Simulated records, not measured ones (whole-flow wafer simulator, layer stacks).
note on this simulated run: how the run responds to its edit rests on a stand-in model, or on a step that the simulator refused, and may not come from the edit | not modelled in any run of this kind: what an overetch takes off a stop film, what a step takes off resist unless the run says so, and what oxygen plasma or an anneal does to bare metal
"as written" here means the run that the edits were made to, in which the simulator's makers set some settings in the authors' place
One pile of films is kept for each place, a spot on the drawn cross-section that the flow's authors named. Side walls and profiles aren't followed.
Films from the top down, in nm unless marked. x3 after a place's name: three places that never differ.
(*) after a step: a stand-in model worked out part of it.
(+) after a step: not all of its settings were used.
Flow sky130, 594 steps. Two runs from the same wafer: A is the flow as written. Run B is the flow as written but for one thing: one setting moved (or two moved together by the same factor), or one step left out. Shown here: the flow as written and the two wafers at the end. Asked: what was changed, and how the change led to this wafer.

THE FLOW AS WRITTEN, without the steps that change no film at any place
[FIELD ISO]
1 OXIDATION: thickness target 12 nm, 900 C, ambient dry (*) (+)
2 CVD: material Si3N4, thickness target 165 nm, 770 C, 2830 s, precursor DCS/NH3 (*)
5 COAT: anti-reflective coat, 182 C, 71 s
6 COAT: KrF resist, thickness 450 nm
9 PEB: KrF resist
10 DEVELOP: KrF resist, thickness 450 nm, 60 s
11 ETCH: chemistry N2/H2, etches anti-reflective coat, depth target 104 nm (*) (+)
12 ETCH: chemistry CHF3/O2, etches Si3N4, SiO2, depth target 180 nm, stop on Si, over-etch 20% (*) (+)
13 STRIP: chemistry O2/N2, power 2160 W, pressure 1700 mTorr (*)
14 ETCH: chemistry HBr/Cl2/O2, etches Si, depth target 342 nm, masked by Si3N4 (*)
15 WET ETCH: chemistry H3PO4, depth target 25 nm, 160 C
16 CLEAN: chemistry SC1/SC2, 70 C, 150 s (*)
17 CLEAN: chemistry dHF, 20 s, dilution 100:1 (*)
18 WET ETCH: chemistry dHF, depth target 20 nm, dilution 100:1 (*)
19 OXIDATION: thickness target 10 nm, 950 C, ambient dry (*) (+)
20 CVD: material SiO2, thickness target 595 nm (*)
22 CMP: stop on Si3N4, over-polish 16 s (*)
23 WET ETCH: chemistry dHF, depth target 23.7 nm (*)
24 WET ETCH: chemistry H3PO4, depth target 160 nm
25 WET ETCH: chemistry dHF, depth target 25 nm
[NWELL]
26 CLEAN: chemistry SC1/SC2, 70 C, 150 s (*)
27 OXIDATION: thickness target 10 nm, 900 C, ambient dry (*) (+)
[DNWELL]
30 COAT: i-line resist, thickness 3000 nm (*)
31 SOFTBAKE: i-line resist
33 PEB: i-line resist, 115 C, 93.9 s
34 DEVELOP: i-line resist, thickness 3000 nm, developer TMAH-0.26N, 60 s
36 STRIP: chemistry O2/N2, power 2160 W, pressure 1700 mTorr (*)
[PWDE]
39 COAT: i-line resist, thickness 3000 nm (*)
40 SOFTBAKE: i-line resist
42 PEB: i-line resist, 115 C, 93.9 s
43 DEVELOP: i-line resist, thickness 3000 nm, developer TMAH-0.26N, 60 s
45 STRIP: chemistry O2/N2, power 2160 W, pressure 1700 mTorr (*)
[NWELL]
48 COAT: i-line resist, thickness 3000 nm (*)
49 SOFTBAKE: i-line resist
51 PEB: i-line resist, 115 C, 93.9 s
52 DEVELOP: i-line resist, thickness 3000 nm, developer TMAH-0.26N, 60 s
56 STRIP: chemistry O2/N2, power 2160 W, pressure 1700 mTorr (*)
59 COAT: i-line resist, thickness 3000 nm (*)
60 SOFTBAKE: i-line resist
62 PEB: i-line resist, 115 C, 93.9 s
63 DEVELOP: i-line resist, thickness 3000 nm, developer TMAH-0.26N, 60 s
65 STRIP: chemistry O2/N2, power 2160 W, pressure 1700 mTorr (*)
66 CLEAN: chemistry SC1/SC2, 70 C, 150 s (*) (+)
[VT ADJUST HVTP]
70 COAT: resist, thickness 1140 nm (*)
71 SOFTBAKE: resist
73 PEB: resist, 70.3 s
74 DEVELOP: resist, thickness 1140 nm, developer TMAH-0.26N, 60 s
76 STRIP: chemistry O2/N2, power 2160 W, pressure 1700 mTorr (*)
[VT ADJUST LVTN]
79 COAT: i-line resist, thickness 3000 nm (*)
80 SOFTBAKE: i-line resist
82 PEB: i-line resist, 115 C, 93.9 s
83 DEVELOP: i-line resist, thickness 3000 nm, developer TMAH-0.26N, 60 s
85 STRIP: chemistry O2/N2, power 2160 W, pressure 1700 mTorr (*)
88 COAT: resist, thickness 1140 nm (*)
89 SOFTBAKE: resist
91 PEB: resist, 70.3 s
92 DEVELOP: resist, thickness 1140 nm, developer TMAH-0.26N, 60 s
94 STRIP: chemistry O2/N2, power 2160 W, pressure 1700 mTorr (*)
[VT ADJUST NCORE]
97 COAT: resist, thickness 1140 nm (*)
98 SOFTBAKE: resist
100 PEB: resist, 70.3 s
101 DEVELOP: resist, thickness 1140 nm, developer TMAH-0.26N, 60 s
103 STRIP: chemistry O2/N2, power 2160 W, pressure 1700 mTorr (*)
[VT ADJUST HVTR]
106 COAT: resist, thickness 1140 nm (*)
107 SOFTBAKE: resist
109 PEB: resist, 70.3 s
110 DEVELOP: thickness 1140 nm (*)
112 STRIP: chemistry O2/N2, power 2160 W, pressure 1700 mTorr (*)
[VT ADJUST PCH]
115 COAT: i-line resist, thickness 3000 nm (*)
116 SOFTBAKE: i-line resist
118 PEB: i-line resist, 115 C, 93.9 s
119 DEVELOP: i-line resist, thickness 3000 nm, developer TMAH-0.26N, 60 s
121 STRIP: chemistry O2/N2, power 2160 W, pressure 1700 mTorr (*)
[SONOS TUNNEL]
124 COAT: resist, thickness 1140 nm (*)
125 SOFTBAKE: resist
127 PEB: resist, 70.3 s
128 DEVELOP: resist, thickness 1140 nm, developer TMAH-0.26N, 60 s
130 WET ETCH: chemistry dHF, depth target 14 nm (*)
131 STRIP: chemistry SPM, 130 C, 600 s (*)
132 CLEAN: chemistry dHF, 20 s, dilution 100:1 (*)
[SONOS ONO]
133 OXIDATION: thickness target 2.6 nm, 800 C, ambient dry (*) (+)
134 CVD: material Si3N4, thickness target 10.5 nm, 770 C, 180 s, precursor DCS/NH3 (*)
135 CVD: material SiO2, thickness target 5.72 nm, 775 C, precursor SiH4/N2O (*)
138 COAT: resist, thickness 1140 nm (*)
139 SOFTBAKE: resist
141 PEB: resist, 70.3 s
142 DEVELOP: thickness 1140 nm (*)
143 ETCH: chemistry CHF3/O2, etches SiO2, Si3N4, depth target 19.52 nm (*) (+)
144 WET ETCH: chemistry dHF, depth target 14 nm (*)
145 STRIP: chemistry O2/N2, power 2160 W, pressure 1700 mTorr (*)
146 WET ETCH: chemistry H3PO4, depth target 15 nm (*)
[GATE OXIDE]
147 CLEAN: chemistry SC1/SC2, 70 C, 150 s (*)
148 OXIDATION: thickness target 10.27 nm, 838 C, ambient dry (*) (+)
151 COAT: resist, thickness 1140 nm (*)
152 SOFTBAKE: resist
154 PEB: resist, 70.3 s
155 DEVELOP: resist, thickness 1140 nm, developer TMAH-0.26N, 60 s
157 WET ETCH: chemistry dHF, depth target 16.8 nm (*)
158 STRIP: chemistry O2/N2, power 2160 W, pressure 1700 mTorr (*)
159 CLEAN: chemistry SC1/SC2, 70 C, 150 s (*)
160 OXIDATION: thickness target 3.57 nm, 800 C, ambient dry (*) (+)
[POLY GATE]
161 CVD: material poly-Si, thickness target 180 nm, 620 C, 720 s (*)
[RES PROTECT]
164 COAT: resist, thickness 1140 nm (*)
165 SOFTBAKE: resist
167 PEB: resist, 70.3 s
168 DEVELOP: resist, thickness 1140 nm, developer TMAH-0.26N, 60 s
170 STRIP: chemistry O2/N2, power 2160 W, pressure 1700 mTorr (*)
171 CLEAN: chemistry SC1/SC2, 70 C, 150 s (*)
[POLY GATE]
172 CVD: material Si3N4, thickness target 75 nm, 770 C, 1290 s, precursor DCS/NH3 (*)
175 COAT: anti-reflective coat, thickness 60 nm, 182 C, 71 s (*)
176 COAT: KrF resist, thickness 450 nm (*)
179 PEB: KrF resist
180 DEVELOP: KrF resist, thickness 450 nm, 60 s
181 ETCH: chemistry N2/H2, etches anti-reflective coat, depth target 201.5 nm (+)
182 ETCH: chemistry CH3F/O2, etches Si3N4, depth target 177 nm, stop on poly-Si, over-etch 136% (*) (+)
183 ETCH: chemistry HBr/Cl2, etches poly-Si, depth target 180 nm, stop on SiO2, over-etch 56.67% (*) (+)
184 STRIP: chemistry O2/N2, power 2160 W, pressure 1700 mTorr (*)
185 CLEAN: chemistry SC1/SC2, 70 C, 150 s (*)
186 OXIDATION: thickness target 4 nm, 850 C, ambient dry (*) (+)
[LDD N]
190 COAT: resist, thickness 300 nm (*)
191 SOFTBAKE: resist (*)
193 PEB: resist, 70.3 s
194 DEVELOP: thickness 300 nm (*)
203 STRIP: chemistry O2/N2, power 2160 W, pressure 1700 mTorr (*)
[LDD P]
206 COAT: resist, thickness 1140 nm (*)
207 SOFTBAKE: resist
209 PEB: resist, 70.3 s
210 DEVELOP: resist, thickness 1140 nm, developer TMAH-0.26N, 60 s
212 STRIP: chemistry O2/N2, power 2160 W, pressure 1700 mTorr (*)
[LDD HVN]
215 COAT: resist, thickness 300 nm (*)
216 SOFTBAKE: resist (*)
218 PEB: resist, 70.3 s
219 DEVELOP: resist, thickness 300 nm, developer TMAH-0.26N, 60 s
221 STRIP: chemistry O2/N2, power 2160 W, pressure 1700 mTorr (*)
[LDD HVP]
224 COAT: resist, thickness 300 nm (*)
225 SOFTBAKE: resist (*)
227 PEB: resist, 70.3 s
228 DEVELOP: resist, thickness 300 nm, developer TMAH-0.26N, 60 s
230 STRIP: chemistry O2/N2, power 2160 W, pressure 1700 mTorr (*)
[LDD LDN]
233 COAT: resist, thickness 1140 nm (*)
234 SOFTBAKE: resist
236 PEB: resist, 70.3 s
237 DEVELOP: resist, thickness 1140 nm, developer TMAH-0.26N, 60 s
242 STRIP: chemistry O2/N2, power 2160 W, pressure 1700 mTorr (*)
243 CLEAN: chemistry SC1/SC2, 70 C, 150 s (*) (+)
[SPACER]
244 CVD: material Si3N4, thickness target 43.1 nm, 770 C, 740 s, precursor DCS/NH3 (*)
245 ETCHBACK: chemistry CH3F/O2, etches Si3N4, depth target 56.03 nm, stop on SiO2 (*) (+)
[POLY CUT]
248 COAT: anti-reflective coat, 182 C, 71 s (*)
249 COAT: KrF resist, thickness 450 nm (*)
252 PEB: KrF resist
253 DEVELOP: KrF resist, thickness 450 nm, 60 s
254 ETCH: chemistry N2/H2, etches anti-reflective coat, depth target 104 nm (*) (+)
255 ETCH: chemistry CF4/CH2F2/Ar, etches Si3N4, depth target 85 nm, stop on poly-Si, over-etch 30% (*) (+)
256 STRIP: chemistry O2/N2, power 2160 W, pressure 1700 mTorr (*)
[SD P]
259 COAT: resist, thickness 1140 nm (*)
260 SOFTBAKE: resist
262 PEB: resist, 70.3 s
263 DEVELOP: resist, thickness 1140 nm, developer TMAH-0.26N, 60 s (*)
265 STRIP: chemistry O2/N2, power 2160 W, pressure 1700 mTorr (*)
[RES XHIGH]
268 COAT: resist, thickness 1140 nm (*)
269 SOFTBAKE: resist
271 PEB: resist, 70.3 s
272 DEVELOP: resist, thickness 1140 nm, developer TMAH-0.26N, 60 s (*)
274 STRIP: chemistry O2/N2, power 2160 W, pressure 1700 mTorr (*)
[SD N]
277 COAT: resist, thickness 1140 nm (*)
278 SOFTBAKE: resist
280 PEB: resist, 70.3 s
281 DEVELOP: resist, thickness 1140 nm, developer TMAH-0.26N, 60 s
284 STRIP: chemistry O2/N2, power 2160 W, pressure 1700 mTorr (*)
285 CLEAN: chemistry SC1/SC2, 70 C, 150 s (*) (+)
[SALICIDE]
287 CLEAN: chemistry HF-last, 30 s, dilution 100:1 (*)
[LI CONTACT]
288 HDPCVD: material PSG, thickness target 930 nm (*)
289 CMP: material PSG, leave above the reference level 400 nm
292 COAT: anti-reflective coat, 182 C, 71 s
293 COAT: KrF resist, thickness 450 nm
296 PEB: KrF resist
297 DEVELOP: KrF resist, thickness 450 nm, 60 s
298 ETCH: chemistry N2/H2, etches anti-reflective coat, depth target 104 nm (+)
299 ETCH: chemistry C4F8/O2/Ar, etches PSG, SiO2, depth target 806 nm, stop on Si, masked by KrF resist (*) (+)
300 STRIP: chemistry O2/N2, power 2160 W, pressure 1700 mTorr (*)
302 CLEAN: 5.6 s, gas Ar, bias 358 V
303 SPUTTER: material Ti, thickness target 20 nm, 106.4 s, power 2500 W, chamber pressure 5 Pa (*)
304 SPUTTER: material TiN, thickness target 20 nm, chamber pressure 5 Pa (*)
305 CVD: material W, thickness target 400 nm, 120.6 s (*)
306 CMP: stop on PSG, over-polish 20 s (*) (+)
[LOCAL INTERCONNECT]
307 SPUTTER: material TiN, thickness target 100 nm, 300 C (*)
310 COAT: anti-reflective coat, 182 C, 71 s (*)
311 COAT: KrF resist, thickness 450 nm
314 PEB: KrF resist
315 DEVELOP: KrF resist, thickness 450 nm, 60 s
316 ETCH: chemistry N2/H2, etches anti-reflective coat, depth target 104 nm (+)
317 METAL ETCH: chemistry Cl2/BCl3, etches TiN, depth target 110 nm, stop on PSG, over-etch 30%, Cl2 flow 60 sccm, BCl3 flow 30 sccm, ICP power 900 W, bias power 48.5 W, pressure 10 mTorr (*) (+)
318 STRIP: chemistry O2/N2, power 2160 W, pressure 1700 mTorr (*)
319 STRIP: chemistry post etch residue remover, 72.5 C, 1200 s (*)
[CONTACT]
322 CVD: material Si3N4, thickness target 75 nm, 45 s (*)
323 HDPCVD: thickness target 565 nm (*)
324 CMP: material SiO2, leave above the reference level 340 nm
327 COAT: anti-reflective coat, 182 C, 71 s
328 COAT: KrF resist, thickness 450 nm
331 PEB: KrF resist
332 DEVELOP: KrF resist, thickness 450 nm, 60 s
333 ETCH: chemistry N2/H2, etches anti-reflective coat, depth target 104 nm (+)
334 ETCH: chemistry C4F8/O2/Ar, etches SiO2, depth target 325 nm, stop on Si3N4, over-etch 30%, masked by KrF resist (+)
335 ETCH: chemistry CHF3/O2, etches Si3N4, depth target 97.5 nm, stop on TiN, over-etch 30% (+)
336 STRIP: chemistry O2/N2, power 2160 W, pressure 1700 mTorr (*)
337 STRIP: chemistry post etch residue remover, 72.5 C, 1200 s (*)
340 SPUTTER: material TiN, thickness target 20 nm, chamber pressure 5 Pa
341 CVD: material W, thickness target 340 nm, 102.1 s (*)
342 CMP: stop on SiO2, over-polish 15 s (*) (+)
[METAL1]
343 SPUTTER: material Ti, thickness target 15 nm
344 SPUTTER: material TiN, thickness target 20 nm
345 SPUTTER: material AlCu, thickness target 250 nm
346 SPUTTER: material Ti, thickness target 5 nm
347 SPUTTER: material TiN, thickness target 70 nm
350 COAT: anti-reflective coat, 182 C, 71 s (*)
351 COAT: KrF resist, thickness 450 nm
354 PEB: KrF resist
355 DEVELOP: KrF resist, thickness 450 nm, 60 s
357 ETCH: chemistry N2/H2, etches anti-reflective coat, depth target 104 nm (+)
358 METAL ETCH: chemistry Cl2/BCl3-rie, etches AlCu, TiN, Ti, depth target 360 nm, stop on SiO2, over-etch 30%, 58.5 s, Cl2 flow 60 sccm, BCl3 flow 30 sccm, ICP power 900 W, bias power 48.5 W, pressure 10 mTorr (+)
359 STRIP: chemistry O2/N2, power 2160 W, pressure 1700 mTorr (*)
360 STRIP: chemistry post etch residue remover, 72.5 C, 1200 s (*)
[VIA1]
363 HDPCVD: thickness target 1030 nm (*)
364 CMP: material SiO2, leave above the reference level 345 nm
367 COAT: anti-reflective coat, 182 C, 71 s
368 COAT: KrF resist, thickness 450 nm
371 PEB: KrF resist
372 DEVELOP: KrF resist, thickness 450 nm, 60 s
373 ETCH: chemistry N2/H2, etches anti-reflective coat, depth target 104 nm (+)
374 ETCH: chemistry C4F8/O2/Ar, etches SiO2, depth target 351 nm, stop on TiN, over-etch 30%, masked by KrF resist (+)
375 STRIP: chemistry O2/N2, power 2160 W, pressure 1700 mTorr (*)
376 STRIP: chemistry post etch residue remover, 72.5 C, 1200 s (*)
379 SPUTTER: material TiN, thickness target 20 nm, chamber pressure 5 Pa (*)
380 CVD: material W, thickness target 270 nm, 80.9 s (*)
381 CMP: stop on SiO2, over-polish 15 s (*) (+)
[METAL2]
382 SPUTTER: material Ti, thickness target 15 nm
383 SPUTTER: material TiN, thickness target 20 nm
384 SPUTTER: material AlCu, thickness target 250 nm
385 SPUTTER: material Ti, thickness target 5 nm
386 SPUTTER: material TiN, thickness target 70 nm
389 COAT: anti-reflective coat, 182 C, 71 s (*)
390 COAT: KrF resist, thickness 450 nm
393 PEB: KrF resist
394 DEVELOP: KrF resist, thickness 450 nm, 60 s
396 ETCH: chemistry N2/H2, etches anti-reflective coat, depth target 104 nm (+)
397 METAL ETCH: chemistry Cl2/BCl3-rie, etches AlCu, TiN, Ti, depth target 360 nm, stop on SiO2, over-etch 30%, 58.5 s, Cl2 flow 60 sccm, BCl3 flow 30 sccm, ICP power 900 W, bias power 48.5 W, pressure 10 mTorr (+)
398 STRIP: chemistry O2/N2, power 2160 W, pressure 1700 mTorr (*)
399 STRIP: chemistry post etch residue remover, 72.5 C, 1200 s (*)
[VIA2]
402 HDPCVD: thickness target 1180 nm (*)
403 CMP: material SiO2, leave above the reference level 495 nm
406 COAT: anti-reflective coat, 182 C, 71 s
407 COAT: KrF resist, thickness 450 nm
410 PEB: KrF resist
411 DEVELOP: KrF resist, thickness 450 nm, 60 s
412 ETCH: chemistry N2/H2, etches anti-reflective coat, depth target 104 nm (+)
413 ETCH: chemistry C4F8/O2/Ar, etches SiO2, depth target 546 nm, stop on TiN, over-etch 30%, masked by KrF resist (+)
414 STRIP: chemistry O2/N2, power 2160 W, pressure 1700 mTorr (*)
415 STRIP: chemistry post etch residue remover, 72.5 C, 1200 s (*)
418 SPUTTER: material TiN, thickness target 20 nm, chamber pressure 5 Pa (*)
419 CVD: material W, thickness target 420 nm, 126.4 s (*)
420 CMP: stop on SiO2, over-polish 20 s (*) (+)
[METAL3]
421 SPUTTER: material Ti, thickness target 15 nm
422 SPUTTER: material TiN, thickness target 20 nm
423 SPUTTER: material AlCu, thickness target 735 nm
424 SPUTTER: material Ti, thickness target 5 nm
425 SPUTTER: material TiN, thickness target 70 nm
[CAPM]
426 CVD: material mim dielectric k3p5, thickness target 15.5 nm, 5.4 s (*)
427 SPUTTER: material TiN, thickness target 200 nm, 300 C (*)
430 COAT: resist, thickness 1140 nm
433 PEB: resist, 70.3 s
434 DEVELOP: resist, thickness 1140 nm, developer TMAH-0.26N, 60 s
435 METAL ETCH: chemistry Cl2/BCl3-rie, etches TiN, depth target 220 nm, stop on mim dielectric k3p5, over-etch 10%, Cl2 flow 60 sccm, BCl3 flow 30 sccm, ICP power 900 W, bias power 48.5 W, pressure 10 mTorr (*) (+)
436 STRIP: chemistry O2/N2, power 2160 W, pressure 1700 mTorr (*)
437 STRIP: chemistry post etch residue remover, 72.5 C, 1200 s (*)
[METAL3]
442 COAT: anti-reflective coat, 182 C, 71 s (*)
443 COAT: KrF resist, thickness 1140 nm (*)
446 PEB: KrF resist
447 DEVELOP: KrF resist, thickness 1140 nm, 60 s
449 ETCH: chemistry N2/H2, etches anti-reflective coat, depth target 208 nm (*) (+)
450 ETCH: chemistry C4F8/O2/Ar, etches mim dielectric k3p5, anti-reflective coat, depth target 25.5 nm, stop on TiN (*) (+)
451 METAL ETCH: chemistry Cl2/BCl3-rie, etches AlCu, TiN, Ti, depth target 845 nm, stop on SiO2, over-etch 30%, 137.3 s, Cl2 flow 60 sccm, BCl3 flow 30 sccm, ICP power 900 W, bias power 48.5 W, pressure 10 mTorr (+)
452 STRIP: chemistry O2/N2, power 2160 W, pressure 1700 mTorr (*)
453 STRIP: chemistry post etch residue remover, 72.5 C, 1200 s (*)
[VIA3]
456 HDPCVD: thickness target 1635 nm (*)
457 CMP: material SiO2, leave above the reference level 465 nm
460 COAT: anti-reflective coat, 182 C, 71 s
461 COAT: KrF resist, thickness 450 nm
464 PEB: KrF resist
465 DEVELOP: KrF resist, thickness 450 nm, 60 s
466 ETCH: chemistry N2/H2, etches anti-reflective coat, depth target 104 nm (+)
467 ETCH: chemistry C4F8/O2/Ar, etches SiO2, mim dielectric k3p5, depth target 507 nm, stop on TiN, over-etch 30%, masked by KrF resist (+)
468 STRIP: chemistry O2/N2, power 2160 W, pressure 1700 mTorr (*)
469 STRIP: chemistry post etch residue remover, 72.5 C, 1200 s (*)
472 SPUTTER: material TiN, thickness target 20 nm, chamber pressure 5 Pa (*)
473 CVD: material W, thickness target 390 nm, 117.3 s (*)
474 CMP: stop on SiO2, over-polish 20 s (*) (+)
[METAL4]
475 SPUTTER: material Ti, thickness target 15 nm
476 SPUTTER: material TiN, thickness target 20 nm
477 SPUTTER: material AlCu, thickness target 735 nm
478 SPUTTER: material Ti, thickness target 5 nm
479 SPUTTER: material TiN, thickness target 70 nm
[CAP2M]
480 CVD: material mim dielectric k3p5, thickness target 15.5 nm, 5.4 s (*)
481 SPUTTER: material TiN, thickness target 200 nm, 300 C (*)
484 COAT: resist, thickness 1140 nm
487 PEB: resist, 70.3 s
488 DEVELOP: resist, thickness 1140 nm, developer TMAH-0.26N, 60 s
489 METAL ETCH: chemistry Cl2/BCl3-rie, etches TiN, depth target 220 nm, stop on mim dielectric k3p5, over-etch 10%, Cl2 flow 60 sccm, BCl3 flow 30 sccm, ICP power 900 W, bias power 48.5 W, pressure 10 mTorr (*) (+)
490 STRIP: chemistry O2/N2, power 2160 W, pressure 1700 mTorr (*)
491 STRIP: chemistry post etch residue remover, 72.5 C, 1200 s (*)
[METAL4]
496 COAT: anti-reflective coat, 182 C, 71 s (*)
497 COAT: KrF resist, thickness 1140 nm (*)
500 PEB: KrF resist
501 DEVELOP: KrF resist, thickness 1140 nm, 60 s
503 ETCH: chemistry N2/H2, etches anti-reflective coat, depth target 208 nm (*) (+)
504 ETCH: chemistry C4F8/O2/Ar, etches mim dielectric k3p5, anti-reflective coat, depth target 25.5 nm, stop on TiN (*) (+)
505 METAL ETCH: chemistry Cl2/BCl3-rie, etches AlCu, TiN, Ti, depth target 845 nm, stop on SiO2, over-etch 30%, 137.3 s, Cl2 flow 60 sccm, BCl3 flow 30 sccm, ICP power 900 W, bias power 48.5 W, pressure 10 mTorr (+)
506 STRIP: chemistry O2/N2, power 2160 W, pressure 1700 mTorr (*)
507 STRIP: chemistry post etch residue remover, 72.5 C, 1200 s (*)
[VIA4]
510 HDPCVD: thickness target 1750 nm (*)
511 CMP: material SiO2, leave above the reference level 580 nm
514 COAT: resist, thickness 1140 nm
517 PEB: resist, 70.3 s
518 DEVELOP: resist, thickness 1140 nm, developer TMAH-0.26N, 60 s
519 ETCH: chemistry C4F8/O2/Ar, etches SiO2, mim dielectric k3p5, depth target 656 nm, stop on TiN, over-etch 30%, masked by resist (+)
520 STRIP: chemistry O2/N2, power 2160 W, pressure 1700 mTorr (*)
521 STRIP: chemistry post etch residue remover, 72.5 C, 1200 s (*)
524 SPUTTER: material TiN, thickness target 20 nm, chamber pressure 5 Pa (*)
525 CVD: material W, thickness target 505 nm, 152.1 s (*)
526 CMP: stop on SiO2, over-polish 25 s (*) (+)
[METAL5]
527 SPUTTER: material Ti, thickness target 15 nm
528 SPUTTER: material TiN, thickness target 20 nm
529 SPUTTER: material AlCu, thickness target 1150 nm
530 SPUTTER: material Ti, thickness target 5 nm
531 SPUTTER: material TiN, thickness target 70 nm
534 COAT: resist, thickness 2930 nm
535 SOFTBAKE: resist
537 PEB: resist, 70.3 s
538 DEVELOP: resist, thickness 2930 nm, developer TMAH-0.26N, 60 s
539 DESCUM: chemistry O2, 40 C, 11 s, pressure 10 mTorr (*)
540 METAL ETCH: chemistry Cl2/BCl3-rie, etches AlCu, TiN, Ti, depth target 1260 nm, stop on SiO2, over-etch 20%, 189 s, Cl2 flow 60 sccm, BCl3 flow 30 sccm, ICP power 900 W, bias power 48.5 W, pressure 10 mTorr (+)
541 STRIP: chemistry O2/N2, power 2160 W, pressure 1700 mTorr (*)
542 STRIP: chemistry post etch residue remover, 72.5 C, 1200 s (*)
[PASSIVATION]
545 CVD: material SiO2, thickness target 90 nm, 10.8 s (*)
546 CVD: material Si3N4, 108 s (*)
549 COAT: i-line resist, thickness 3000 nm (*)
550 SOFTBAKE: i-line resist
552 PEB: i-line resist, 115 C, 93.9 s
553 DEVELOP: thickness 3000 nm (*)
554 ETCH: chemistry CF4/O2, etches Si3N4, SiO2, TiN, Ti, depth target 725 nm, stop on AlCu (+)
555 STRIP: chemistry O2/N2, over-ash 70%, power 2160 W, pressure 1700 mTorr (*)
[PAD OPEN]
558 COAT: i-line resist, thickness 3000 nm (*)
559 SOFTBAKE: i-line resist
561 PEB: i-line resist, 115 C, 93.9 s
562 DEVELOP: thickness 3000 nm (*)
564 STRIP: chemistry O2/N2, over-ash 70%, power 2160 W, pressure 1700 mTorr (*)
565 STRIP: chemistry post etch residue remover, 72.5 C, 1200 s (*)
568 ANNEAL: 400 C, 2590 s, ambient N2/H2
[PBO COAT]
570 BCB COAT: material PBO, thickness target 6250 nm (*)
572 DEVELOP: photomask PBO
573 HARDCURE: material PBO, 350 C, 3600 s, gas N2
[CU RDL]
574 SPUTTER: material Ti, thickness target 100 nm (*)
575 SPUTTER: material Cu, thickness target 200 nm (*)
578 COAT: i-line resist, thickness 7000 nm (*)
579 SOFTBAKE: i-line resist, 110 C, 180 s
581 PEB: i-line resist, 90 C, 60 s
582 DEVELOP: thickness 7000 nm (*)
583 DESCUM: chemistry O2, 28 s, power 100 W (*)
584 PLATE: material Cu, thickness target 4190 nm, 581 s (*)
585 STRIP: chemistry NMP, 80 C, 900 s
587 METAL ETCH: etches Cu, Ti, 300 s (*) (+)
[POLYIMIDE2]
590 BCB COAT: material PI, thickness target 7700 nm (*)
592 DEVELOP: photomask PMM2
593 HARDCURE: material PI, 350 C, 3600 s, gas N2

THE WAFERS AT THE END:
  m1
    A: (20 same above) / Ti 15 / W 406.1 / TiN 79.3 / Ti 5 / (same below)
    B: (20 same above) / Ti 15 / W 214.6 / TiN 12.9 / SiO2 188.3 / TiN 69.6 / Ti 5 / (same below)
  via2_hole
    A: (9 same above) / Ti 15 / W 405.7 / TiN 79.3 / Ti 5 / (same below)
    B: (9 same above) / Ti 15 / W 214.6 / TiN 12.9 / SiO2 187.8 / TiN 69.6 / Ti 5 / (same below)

The cause: step 413, ETCH: depth target 232 nm was run, where the flow has depth target 546 nm.

How the change led to this, step by step:
  413 ETCH: chemistry C4F8/O2/Ar, etches SiO2, depth target 546 nm, stop on TiN, over-etch 30%, masked by KrF resist (+)
      m1: A SiO2 -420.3 (all of it) | B SiO2 -232
      via2_hole: A SiO2 -419.8 (all of it) | B SiO2 -232
      (and at 189 more places)
  414 STRIP: chemistry O2/N2, power 2160 W, pressure 1700 mTorr (*)
      field, active, n_well and 186 more: A KrF resist -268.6 (all of it), anti-reflective coat -80 (all of it) | B KrF resist -331.4 (all of it), anti-reflective coat -80 (all of it)
  418 SPUTTER: material TiN, thickness target 20 nm, chamber pressure 5 Pa (*)
      m1, via2_hole: A TiN +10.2 | B TiN +12.9 (new film)
  419 CVD: material W, thickness target 420 nm, 126.4 s (*)
      m1: A W +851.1 (new film) | B W +659.7 (new film)
      via2_hole: A W +850.7 (new film) | B W +659.7 (new film)
Counting metal films that touch as one body, m1 has 3 bodies (between them, from the top down: SiO2 188.3; SiO2 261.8 / Si3N4 75); the flow as written gives 2 bodies (between them, from the top down: SiO2 261.8 / Si3N4 75).
Counting metal films that touch as one body, via2_hole has 2 bodies (between them, from the top down: SiO2 187.8); the flow as written gives 1 body.
